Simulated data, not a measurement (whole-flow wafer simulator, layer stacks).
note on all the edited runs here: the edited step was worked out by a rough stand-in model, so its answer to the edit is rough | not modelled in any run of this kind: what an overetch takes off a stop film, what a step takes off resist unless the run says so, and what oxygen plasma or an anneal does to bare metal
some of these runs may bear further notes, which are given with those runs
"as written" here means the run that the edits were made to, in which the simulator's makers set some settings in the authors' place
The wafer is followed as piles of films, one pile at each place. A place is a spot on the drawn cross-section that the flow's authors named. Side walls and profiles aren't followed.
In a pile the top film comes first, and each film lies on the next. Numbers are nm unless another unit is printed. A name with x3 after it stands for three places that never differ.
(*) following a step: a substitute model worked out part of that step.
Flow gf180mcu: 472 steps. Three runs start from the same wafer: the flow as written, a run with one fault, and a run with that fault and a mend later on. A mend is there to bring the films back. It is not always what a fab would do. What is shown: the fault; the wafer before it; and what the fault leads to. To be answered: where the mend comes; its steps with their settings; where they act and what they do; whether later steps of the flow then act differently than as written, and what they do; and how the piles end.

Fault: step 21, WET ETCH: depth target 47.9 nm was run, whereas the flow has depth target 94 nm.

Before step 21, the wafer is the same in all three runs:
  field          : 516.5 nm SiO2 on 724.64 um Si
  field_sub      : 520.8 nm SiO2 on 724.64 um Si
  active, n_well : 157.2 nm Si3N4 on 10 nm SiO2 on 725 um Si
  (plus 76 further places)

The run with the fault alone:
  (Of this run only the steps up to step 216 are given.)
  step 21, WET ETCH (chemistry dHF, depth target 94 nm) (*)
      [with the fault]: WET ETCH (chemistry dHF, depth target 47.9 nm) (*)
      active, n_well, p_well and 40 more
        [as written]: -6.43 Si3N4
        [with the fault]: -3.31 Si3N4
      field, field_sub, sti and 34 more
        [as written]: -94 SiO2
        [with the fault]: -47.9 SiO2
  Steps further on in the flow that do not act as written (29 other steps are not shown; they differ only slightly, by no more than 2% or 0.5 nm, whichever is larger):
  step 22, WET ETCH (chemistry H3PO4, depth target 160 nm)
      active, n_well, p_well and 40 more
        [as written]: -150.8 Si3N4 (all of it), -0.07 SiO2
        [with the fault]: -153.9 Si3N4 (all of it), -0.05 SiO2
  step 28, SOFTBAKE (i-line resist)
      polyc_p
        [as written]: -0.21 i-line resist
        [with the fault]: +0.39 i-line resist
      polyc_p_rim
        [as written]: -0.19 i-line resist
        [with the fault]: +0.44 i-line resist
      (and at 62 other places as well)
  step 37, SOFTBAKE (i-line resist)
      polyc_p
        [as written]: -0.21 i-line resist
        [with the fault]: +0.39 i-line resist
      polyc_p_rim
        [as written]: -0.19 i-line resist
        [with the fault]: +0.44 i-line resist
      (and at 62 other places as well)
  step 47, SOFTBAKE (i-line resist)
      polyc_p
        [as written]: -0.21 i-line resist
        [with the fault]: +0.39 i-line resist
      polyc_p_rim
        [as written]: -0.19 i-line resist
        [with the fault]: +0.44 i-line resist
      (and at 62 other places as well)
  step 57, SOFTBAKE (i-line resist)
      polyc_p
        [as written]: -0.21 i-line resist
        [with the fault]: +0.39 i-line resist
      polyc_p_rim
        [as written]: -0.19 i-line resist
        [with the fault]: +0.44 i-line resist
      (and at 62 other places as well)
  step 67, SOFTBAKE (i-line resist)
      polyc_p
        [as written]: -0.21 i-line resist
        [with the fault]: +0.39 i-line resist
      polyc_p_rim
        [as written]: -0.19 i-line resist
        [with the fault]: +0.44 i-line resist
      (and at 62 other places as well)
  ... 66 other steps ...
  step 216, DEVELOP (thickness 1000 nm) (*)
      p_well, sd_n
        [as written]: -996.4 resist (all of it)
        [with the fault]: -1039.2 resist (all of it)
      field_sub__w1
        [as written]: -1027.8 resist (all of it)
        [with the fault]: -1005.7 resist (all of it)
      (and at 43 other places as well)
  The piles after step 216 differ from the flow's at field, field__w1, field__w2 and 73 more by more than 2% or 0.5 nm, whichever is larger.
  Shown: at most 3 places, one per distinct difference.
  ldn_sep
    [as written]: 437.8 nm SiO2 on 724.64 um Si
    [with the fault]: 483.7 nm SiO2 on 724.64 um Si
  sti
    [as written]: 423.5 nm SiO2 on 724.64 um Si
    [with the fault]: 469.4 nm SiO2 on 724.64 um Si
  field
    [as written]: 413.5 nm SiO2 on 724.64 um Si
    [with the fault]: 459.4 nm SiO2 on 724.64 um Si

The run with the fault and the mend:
  The mend stands after step 21.
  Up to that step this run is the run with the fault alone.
  step 21a, WET ETCH (chemistry dHF, depth target 46.1 nm) (a further turn of the flow's step 21, with different settings)
      field, field_sub, sti and 34 more
        -46.1 SiO2
  Steps further on in the flow that do not act as written (7 other steps are not shown; they differ only slightly, by no more than 2% or 0.5 nm, whichever is larger):
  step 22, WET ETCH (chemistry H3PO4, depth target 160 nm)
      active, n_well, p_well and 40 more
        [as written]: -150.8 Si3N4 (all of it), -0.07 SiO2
        [with the mend]: -153.9 Si3N4 (all of it), -0.05 SiO2
  The piles end the same as the flow's at every place that both follow.
